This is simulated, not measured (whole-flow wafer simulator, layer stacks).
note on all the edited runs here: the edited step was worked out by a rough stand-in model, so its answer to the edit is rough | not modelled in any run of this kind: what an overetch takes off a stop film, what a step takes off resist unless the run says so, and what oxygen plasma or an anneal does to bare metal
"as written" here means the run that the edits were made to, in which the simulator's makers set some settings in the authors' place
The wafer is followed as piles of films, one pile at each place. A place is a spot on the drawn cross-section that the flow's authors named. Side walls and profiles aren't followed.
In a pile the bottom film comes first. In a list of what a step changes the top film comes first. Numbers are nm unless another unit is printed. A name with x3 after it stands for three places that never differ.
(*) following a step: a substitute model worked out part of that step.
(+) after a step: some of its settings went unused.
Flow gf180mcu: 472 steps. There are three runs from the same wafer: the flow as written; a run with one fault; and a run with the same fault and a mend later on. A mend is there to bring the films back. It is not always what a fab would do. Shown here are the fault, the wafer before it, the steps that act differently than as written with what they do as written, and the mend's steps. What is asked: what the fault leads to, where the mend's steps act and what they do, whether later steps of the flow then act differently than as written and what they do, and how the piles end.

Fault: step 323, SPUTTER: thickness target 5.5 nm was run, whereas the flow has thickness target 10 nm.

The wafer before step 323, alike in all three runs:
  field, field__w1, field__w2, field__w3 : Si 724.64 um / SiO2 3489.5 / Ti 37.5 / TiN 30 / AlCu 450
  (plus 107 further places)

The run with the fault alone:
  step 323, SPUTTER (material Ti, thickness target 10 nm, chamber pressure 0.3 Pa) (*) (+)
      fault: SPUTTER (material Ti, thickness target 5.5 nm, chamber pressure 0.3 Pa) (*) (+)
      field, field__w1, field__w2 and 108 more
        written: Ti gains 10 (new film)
        fault: Ti gains 5.5 (new film)
  Later steps of the flow acting differently than as written (5 other steps are not shown; they differ only slightly, by no more than 2% or 0.5 nm, whichever is larger):
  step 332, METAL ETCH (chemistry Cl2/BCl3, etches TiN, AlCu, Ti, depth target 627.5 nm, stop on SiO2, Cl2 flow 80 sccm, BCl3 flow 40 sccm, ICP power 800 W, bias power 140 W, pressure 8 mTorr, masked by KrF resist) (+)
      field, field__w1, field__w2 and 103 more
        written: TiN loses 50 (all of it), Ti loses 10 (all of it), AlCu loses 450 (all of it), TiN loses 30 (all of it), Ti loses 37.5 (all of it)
        fault: TiN loses 50 (all of it), Ti loses 5.5 (all of it), AlCu loses 450 (all of it), TiN loses 30 (all of it), Ti loses 37.5 (all of it)
  At field__w8, contact, m1, m1__w1, m1_nw, the piles at the end differ from the flow's by more than 2% or 0.5 nm, whichever is larger.
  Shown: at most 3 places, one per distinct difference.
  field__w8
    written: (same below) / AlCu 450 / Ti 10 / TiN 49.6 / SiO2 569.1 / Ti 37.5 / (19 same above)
    fault: (same below) / AlCu 450 / Ti 5.5 / TiN 49.6 / SiO2 573.6 / Ti 37.5 / (19 same above)
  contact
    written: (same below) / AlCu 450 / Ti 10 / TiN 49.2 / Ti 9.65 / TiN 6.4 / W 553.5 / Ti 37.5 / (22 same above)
    fault: (same below) / AlCu 450 / Ti 5.5 / TiN 49.2 / Ti 9.63 / TiN 6.39 / W 558 / Ti 37.5 / (22 same above)

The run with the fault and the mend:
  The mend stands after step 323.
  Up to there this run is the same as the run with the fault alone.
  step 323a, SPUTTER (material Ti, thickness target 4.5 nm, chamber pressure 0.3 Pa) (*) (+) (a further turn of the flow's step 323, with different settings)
      field, field__w1, field__w2 and 108 more
        Ti gains 4.5
  Every later step of the flow that is run acts as written at every place that is followed.
  At every place that both follow, the piles at the end match the flow's.
